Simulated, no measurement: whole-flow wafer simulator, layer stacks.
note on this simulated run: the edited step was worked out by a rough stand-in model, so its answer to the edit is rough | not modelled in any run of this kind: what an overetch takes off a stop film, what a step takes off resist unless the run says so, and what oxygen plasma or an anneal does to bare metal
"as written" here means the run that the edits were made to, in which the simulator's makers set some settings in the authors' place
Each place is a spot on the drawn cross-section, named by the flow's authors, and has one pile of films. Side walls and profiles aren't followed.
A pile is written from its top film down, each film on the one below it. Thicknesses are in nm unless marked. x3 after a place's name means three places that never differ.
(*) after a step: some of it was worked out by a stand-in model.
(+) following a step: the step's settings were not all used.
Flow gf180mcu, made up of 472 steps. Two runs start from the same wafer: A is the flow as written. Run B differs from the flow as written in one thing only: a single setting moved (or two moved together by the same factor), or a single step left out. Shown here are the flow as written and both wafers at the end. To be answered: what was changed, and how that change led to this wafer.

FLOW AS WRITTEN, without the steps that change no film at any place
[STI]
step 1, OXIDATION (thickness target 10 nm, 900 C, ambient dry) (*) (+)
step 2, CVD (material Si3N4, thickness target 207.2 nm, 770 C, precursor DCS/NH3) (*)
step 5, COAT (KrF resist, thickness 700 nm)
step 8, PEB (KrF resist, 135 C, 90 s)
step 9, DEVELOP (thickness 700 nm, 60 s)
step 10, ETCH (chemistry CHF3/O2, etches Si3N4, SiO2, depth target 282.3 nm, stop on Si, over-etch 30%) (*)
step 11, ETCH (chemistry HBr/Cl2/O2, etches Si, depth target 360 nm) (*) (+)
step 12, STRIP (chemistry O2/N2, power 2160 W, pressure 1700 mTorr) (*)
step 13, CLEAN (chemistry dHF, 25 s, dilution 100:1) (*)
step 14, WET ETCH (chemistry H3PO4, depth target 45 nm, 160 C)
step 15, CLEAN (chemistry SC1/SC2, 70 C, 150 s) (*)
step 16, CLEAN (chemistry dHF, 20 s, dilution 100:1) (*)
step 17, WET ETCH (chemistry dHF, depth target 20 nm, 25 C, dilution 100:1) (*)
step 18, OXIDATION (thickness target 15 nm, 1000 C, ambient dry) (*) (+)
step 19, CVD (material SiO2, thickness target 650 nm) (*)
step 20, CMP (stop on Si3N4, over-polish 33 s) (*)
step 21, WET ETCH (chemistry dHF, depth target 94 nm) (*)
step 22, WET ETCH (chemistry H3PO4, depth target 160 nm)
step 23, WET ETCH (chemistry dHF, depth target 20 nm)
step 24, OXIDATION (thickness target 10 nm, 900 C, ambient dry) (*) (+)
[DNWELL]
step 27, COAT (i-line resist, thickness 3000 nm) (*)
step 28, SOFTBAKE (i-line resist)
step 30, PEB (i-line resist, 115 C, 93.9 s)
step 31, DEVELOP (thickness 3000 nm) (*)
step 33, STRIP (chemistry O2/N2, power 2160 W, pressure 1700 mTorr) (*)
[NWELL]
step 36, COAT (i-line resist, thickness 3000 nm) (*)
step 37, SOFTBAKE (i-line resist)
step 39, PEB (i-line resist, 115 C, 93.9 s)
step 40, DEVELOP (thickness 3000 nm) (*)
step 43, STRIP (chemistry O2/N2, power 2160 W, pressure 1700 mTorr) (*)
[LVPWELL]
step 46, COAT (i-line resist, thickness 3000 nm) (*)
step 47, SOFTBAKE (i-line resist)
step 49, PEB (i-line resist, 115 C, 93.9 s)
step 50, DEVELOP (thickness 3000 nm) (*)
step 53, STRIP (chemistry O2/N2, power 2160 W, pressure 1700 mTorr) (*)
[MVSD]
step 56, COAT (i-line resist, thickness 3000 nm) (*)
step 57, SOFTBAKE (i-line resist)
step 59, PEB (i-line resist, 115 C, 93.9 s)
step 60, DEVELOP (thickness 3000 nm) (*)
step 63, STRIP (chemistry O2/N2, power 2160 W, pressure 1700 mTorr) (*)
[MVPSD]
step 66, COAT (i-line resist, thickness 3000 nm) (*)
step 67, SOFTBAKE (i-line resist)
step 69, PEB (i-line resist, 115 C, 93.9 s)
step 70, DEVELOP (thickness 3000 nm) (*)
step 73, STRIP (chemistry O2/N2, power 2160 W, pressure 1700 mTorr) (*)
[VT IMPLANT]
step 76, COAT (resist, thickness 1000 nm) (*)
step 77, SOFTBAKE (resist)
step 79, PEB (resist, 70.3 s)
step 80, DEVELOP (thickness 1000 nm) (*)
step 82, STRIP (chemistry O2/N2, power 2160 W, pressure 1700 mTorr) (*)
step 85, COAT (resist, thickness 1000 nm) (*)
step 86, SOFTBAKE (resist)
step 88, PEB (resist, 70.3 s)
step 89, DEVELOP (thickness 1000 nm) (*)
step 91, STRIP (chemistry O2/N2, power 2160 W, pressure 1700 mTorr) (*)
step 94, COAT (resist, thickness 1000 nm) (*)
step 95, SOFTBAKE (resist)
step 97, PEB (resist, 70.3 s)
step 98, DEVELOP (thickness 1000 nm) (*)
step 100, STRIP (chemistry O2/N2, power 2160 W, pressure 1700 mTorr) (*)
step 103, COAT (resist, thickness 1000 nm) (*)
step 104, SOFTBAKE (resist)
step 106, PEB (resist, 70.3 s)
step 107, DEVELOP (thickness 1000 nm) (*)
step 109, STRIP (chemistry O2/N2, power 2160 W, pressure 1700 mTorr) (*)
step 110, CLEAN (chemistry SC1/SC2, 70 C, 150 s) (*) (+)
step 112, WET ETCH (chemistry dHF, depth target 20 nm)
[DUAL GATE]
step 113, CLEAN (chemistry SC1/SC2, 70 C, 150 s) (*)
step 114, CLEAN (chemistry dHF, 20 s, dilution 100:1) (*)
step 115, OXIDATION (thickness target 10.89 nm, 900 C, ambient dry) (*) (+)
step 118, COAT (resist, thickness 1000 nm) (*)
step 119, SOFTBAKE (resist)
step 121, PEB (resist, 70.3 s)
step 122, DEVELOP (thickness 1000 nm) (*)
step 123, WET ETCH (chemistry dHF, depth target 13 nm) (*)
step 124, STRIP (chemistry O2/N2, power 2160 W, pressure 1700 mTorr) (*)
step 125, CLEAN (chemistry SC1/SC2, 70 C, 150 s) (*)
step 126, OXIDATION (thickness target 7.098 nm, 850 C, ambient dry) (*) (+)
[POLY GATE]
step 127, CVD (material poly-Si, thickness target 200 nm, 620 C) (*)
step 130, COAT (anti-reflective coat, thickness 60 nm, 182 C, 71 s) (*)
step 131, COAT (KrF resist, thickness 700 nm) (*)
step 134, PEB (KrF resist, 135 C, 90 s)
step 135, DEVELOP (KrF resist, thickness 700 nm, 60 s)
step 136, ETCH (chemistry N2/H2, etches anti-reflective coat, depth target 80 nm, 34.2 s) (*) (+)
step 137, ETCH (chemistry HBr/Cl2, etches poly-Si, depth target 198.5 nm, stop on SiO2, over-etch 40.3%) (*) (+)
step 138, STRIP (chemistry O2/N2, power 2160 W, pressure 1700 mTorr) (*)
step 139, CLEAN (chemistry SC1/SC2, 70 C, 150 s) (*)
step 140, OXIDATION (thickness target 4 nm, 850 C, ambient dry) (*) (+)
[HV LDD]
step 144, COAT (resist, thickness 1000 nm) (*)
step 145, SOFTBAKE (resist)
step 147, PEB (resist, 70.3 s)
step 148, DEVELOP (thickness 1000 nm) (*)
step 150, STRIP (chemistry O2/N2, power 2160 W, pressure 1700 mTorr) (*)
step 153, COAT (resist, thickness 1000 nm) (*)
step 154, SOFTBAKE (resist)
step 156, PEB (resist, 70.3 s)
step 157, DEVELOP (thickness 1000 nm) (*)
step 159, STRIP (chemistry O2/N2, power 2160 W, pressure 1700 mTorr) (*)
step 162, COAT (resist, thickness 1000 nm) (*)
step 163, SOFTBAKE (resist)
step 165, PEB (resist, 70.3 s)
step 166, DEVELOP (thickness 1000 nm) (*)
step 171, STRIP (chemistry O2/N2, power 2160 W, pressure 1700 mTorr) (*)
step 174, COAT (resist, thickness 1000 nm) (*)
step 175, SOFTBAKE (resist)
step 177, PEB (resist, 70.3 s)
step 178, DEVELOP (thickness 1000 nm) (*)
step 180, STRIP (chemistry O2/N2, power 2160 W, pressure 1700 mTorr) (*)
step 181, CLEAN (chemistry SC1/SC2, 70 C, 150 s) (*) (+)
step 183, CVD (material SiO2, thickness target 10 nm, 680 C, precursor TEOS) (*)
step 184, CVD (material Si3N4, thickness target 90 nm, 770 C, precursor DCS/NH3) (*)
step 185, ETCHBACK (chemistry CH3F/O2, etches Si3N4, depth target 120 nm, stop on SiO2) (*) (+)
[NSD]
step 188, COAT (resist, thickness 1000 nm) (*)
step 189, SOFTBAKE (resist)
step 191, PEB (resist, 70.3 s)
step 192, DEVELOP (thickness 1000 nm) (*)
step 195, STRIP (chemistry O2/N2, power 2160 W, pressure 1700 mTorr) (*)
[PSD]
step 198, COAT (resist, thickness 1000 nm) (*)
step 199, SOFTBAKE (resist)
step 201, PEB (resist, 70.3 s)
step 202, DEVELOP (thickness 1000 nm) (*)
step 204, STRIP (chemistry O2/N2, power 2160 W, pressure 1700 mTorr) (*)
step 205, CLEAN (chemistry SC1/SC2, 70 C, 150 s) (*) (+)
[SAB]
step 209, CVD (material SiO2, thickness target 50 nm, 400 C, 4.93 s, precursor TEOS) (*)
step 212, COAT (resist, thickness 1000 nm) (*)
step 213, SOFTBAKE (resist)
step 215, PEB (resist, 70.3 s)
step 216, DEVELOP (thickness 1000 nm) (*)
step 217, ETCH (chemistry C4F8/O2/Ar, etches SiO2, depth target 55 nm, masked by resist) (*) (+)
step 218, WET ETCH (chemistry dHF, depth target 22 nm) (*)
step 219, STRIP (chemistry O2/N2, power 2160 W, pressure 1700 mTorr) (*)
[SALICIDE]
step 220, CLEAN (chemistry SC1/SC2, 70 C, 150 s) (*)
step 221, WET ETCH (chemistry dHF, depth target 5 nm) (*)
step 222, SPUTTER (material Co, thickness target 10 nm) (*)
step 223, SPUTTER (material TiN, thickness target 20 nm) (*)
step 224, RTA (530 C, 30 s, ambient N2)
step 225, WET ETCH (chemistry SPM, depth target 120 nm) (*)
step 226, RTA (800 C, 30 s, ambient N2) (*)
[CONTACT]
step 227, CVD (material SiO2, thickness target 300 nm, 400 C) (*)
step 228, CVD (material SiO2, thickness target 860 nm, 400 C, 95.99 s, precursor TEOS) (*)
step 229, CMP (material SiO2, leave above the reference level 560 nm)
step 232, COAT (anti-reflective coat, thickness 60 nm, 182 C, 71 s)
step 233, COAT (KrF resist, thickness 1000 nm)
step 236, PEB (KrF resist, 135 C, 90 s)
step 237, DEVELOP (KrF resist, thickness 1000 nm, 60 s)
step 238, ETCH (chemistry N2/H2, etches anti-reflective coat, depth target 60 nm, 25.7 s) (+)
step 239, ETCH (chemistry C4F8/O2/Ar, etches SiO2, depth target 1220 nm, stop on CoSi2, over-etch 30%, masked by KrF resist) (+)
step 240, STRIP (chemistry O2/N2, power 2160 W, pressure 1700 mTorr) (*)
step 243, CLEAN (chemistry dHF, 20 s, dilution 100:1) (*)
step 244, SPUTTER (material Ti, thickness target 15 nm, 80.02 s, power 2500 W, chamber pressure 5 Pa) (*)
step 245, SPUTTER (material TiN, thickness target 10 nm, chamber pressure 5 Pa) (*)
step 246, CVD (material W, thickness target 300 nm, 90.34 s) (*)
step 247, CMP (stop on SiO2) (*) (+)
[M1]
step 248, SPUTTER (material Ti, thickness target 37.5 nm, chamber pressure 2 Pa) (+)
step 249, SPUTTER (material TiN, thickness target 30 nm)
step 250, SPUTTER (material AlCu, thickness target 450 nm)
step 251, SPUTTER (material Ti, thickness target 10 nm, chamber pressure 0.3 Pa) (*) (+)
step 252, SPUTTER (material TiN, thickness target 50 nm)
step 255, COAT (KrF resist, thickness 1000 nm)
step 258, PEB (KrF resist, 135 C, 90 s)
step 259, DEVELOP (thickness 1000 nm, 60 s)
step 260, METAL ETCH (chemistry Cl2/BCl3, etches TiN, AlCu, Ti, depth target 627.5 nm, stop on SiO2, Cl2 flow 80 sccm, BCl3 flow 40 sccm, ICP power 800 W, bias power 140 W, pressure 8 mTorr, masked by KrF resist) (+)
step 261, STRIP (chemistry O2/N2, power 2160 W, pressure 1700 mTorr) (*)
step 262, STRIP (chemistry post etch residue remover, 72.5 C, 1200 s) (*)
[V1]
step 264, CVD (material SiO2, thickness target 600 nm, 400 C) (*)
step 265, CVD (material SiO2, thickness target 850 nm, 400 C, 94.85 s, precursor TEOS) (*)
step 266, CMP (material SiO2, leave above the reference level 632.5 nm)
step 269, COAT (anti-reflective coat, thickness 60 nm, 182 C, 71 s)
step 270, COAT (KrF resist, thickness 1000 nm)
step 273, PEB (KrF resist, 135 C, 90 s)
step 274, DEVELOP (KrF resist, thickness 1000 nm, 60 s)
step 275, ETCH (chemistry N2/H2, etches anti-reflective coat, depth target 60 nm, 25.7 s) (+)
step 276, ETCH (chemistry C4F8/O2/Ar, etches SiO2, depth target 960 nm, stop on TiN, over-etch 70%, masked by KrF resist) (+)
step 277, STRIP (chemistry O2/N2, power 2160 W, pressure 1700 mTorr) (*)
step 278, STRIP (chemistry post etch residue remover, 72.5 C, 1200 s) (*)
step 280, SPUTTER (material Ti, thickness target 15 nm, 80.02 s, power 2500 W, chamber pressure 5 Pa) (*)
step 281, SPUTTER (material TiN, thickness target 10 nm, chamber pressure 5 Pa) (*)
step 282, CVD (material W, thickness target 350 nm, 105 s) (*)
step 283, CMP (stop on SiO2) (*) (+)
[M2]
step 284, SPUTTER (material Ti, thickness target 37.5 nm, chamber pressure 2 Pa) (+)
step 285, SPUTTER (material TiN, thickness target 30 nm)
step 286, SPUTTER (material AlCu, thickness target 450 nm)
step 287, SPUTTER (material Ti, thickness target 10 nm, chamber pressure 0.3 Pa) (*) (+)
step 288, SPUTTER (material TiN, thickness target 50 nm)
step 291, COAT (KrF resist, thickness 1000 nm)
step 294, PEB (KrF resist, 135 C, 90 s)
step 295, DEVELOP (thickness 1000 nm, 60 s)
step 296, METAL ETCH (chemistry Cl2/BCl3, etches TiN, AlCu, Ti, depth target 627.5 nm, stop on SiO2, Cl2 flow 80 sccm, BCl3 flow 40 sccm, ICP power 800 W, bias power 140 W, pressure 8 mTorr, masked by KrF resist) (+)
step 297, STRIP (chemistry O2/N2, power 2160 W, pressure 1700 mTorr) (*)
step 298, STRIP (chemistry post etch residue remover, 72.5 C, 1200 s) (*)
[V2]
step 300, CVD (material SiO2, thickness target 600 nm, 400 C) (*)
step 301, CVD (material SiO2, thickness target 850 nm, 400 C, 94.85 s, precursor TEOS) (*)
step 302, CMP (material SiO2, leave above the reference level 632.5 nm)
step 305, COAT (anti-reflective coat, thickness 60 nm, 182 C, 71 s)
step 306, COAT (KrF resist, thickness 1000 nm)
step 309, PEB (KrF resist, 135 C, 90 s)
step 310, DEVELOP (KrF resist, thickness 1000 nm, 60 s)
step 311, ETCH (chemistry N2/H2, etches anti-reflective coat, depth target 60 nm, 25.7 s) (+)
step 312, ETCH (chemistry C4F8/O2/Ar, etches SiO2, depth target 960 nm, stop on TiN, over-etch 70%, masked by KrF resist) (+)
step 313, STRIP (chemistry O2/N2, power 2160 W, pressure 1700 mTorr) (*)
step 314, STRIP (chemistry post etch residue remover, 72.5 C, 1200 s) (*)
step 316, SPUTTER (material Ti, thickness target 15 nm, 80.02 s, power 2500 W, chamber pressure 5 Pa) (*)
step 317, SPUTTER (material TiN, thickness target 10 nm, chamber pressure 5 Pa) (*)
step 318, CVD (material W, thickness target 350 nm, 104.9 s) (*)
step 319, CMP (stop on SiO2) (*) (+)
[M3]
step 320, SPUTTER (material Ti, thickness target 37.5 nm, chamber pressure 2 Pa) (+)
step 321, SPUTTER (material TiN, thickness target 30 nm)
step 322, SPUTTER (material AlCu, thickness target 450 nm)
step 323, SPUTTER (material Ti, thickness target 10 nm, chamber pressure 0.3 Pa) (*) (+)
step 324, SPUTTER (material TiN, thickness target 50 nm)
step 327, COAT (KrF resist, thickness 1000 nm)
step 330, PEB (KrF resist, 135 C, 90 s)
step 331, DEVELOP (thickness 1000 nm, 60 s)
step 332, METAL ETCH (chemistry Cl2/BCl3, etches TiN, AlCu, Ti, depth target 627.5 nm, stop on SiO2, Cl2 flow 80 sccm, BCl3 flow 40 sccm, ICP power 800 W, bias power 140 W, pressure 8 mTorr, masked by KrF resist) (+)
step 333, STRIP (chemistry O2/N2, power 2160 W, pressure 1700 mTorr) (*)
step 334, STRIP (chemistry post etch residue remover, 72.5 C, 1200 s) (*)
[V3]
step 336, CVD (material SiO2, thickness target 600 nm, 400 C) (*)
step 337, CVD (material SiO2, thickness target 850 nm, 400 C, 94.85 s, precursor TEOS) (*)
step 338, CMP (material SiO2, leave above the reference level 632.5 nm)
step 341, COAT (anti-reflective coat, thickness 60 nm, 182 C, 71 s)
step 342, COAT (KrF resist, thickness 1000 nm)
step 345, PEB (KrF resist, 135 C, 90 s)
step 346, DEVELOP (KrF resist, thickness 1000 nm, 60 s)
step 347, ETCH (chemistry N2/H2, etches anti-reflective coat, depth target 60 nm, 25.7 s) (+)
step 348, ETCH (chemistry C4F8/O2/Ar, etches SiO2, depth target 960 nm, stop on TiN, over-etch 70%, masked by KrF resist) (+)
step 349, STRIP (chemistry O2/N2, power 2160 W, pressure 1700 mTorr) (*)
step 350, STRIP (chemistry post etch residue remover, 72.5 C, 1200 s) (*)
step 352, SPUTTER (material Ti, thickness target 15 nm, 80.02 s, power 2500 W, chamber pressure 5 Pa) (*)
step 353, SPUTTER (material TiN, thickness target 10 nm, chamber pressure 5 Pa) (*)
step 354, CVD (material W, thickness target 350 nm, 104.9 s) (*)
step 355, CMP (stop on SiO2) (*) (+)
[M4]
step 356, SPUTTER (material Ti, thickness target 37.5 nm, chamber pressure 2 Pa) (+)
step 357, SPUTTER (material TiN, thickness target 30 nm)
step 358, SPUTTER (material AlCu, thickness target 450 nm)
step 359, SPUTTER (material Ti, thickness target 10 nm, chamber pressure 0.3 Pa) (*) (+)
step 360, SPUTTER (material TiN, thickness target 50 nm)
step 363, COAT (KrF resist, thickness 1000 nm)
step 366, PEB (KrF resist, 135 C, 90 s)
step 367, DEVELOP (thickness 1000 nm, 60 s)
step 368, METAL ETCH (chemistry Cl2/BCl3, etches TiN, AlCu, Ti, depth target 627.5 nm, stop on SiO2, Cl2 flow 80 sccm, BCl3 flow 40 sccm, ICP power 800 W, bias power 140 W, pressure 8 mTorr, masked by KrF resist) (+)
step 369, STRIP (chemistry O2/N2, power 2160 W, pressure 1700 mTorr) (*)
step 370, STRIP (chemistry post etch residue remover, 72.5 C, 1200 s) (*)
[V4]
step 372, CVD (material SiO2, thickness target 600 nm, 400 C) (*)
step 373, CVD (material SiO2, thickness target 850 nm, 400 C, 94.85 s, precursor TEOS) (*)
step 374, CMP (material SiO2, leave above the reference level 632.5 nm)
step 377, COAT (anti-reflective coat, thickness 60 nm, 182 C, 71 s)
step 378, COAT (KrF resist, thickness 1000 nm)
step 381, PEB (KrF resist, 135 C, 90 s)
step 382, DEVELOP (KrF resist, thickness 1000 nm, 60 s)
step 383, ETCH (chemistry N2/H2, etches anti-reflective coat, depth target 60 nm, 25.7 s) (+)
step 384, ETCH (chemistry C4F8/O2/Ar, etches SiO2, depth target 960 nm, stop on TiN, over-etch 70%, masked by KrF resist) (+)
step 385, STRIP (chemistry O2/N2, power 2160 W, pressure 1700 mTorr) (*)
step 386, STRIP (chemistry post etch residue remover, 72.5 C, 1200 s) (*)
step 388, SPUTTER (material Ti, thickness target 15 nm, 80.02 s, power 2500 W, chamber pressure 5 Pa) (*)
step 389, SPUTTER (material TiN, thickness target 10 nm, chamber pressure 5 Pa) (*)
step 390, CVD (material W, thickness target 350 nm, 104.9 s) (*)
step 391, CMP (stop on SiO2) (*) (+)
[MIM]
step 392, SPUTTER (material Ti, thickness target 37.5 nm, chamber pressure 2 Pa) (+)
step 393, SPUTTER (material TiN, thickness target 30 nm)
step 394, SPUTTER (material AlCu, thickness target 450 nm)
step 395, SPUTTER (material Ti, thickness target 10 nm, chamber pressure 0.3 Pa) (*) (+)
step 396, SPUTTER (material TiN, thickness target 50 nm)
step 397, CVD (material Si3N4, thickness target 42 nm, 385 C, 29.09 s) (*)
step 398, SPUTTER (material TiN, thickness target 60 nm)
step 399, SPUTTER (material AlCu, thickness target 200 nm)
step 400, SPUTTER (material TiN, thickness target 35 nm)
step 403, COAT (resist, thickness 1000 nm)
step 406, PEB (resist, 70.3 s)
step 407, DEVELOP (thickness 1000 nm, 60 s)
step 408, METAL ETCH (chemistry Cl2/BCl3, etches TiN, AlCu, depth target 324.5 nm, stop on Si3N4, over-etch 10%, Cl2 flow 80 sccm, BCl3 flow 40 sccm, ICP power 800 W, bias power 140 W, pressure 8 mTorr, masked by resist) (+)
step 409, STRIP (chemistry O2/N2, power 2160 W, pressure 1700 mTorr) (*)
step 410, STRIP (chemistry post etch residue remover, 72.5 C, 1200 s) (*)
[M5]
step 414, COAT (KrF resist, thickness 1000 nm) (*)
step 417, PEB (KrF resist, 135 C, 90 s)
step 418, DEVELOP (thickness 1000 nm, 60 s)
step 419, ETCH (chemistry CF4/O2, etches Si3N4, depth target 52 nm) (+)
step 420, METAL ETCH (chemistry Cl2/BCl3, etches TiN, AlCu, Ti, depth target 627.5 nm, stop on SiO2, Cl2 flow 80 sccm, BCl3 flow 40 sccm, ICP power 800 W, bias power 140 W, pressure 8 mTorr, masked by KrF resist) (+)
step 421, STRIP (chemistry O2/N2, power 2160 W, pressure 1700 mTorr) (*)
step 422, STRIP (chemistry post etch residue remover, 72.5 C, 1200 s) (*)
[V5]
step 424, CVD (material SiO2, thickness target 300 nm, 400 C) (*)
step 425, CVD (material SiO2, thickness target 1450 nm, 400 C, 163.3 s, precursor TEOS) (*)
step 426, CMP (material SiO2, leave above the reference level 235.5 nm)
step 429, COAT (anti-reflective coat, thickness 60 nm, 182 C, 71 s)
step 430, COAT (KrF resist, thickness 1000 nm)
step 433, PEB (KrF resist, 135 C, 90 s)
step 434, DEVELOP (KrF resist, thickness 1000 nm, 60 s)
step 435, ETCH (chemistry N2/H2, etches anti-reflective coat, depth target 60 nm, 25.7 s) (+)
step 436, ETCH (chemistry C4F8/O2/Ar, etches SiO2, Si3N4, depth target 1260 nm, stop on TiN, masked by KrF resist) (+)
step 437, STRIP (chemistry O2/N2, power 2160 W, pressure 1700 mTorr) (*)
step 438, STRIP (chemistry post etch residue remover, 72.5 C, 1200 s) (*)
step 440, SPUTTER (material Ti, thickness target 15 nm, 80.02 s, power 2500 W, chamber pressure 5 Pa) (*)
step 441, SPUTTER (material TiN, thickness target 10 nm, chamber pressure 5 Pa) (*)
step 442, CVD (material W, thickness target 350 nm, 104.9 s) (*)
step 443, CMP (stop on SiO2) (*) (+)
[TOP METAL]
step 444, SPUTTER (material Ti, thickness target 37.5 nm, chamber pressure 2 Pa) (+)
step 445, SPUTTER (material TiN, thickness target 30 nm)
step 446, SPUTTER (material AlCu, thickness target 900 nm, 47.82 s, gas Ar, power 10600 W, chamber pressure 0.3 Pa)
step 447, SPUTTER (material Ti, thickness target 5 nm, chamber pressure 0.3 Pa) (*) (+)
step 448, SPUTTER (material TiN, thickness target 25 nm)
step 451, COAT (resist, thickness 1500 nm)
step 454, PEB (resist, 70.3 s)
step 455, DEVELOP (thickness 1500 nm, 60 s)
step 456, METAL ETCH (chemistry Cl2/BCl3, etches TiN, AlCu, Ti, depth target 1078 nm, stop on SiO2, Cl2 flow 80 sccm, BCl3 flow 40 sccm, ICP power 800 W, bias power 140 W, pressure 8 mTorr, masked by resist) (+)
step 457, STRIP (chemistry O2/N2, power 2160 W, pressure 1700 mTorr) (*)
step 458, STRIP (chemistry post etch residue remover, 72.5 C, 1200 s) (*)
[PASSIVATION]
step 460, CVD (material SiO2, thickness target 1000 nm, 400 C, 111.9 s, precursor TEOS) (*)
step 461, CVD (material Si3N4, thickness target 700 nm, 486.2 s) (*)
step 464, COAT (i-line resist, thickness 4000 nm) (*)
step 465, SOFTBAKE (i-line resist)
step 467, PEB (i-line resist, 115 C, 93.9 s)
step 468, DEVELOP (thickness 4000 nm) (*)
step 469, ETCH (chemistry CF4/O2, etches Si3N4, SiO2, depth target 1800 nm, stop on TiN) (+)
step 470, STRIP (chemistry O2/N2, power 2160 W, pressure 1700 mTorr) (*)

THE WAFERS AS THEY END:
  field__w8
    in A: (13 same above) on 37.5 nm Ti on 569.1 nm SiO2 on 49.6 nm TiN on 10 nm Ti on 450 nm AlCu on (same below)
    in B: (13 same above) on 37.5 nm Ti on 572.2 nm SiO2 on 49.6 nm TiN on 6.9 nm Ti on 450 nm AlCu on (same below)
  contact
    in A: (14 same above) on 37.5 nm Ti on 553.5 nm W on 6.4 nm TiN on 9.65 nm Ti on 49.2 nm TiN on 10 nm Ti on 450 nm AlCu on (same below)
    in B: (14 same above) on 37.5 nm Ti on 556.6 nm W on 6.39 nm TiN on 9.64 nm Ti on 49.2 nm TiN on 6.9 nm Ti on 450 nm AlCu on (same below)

The reason: step 359, SPUTTER: thickness target 6.9 nm was run, while the flow as written has thickness target 10 nm.
The wafer itself shows it: field__w8 has Ti 6.9, and step 359 as written asks for 10 nm.

How this came from the change, step by step:
  step 359, SPUTTER (material Ti, thickness target 10 nm, chamber pressure 0.3 Pa) (*) (+)
      field, field__w1, field__w2 and 108 more: A +10 Ti (new film) | B +6.9 Ti (new film)
  step 368, METAL ETCH (chemistry Cl2/BCl3, etches TiN, AlCu, Ti, depth target 627.5 nm, stop on SiO2, Cl2 flow 80 sccm, BCl3 flow 40 sccm, ICP power 800 W, bias power 140 W, pressure 8 mTorr, masked by KrF resist) (+)
      field, field__w1, field__w2 and 103 more: A -50 TiN (all of it), -10 Ti (all of it), -450 AlCu (all of it), -30 TiN (all of it), -37.5 Ti (all of it) | B -50 TiN (all of it), -6.9 Ti (all of it), -450 AlCu (all of it), -30 TiN (all of it), -37.5 Ti (all of it)
